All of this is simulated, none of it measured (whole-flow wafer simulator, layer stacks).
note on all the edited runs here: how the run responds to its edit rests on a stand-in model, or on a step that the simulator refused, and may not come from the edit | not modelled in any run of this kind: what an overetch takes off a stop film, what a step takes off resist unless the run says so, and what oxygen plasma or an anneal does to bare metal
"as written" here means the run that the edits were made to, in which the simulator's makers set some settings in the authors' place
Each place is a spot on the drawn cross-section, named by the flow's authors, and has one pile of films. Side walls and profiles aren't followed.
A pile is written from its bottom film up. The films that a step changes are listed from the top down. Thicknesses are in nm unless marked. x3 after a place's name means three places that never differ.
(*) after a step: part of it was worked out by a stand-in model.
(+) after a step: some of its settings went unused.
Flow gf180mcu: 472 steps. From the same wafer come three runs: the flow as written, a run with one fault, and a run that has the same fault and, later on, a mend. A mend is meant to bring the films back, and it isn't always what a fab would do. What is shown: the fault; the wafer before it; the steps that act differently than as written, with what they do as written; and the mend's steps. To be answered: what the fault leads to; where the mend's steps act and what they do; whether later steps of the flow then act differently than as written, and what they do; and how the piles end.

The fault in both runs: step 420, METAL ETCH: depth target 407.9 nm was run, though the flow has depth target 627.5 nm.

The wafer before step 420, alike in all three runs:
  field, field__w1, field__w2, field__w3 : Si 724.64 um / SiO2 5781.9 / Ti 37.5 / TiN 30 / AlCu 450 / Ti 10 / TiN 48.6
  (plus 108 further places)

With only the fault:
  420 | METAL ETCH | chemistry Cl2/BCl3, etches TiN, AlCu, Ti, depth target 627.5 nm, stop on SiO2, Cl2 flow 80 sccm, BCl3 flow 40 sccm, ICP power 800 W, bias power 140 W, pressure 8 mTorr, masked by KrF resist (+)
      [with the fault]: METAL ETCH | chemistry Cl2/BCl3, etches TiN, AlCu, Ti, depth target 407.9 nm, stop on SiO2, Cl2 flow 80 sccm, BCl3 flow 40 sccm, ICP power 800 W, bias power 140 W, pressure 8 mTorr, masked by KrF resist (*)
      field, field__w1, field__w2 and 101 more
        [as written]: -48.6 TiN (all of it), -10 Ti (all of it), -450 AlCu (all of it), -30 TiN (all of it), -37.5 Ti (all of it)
        [with the fault]: -48.6 TiN (all of it), -10 Ti (all of it), -349.3 AlCu
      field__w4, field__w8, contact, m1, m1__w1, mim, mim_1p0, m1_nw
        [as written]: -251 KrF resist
        [with the fault]: -163.2 KrF resist
  Steps further on in the flow that do not act as written (1 other step is not shown; it differs only slightly, by no more than 2% or 0.5 nm, whichever is larger):
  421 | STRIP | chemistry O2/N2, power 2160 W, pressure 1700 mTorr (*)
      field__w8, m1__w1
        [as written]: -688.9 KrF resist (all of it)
        [with the fault]: -776.7 KrF resist (all of it)
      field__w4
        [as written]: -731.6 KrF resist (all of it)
        [with the fault]: -819.5 KrF resist (all of it)
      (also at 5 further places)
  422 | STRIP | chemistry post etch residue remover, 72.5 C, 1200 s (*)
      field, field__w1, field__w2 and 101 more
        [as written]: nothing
        [with the fault]: -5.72 AlCu
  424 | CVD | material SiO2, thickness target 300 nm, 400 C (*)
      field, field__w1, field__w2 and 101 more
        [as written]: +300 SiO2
        [with the fault]: +300 SiO2 (new film)
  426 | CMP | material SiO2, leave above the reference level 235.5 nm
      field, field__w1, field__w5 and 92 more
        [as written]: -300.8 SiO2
        [with the fault]: -463.3 SiO2
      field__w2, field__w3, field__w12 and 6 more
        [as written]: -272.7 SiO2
        [with the fault]: -442.5 SiO2
  At field, field__w1, field__w2 and 101 more, the piles at the end differ from the flow's by more than 2% or 0.5 nm, whichever is larger.
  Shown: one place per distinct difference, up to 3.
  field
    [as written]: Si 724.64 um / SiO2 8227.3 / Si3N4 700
    [with the fault]: Si 724.64 um / SiO2 5781.9 / Ti 37.5 / TiN 30 / AlCu 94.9 / SiO2 2282.9 / Si3N4 700
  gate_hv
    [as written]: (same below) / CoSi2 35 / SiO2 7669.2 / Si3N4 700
    [with the fault]: (same below) / CoSi2 35 / SiO2 5223.8 / Ti 37.5 / TiN 30 / AlCu 94.9 / SiO2 2282.9 / Si3N4 700
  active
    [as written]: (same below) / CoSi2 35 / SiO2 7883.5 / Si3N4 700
    [with the fault]: (same below) / CoSi2 35 / SiO2 5438.1 / Ti 37.5 / TiN 30 / AlCu 94.9 / SiO2 2282.9 / Si3N4 700

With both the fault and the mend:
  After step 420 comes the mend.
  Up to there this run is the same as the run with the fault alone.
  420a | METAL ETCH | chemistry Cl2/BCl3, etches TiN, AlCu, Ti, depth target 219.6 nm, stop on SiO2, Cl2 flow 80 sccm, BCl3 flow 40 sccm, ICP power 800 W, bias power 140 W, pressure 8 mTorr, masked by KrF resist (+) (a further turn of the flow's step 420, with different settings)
      field, field__w1, field__w2 and 101 more
        -100.7 AlCu (all of it), -30 TiN (all of it), -37.5 Ti (all of it)
      field__w4, field__w8, contact, m1, m1__w1, mim, mim_1p0, m1_nw
        -87.8 KrF resist
  Later steps of the flow that are run all act as written at every place that is followed.
  By the end, the piles equal the flow's at every place that both follow.
